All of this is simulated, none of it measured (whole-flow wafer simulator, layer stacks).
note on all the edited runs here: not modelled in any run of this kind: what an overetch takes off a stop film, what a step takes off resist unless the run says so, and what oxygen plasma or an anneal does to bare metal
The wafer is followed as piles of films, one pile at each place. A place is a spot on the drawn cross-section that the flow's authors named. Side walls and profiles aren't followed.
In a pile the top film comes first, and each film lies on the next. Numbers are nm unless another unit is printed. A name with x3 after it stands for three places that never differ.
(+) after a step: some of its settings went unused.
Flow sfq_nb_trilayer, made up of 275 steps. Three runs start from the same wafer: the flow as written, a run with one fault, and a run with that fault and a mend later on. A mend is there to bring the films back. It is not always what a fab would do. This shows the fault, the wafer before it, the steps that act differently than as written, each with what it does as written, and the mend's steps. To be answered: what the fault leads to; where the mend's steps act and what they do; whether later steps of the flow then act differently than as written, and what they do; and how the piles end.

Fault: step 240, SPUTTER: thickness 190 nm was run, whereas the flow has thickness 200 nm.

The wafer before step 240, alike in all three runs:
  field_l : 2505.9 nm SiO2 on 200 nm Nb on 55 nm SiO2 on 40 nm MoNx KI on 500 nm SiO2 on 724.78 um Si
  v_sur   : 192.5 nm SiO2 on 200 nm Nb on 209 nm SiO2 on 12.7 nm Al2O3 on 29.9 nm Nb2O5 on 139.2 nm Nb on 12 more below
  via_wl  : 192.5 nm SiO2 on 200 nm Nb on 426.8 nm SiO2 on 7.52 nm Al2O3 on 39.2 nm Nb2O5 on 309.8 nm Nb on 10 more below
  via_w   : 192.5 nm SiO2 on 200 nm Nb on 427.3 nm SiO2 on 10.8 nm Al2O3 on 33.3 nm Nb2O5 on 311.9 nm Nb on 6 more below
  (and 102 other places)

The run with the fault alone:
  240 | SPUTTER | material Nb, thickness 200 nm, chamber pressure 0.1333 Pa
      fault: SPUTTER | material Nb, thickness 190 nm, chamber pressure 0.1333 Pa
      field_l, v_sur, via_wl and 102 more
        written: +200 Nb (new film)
        fault: +190 Nb (new film)
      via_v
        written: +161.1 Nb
        fault: +153 Nb
  Steps further on in the flow that do not act as written (4 more steps, not shown, differ only slightly: by at most 2% or 0.5 nm, whichever is larger):
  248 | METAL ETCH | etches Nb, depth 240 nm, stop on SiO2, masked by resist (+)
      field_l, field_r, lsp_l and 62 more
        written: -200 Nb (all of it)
        fault: -190 Nb (all of it)
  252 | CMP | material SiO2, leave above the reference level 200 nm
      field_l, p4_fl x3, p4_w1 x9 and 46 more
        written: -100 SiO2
        fault: -110 SiO2
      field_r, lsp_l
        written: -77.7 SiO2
        fault: -88.8 SiO2
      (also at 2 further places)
  By the end, the piles at v_sur, via_wl, via_w and 38 more depart from the flow's by more than 2% or 0.5 nm, whichever is larger.
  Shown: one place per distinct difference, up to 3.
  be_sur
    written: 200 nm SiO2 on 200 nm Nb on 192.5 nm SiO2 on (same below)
    fault: 200 nm SiO2 on 190 nm Nb on 192.5 nm SiO2 on (same below)
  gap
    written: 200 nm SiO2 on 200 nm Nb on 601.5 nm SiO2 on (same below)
    fault: 200 nm SiO2 on 190 nm Nb on 601.5 nm SiO2 on (same below)
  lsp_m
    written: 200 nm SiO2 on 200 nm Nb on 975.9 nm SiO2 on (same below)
    fault: 200 nm SiO2 on 190 nm Nb on 975.9 nm SiO2 on (same below)

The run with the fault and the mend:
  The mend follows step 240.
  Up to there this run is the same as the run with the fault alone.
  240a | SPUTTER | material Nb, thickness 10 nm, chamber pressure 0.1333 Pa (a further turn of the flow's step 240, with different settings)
      field_l, v_sur, via_wl and 102 more
        +10 Nb
      via_v
        +7.08 Nb
  Every later step of the flow that is run acts as written, at every place that is followed, to within 2% or 0.5 nm, whichever is larger.
  The piles end only slightly different from the flow's at the places that both follow, by no more than 2% or 0.5 nm, whichever is larger.
